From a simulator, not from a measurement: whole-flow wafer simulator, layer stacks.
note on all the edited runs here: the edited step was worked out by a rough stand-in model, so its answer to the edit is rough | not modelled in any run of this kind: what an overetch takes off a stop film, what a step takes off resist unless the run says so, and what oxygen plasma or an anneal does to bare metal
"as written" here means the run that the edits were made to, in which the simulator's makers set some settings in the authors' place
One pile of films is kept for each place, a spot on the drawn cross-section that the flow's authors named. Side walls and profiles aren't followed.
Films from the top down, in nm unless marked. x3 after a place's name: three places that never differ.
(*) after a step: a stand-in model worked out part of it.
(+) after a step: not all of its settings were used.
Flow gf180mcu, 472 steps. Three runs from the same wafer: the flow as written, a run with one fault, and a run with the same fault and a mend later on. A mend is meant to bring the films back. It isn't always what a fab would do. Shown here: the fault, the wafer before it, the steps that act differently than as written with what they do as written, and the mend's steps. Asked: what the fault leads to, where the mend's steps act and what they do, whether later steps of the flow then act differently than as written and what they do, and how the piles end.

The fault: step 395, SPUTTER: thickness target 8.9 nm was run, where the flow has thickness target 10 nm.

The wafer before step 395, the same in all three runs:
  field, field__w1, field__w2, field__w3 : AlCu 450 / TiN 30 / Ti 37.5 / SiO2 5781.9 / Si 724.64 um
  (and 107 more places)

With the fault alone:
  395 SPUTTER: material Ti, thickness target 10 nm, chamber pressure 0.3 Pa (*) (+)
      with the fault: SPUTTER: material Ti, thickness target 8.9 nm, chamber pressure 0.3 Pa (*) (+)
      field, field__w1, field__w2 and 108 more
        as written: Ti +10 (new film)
        with the fault: Ti +8.9 (new film)
  Later steps of the flow that act differently than as written (2 more steps differ only slightly, by at most 2% or 0.5 nm, whichever is larger, and aren't shown):
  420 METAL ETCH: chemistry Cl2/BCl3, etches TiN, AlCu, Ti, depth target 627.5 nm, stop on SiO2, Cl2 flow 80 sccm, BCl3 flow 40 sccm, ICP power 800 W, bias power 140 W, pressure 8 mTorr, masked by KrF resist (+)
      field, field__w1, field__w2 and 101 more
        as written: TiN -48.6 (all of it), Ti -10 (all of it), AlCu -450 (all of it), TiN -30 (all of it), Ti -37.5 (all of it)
        with the fault: TiN -48.6 (all of it), Ti -8.9 (all of it), AlCu -450 (all of it), TiN -30 (all of it), Ti -37.5 (all of it)
  At the end the piles differ from the flow's by more than 2% or 0.5 nm, whichever is larger, at field__w4, field__w8, contact, m1, m1__w1, mim, mim_1p0, m1_nw.
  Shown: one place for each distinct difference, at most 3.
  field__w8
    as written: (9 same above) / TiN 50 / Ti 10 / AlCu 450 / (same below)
    with the fault: (9 same above) / TiN 50 / Ti 8.9 / AlCu 450 / (same below)
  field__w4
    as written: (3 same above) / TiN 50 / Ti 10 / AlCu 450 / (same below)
    with the fault: (3 same above) / TiN 50 / Ti 8.9 / AlCu 450 / (same below)
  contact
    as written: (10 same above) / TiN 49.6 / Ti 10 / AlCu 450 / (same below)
    with the fault: (10 same above) / TiN 49.6 / Ti 8.9 / AlCu 450 / (same below)

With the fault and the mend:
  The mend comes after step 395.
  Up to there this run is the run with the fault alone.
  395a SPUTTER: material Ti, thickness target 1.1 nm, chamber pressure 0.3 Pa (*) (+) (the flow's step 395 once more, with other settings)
      field, field__w1, field__w2 and 108 more
        Ti +1.1
  No later step of the flow acts differently than as written at any place that is followed.
  At the end the piles are the same as the flow's at every place that both follow.
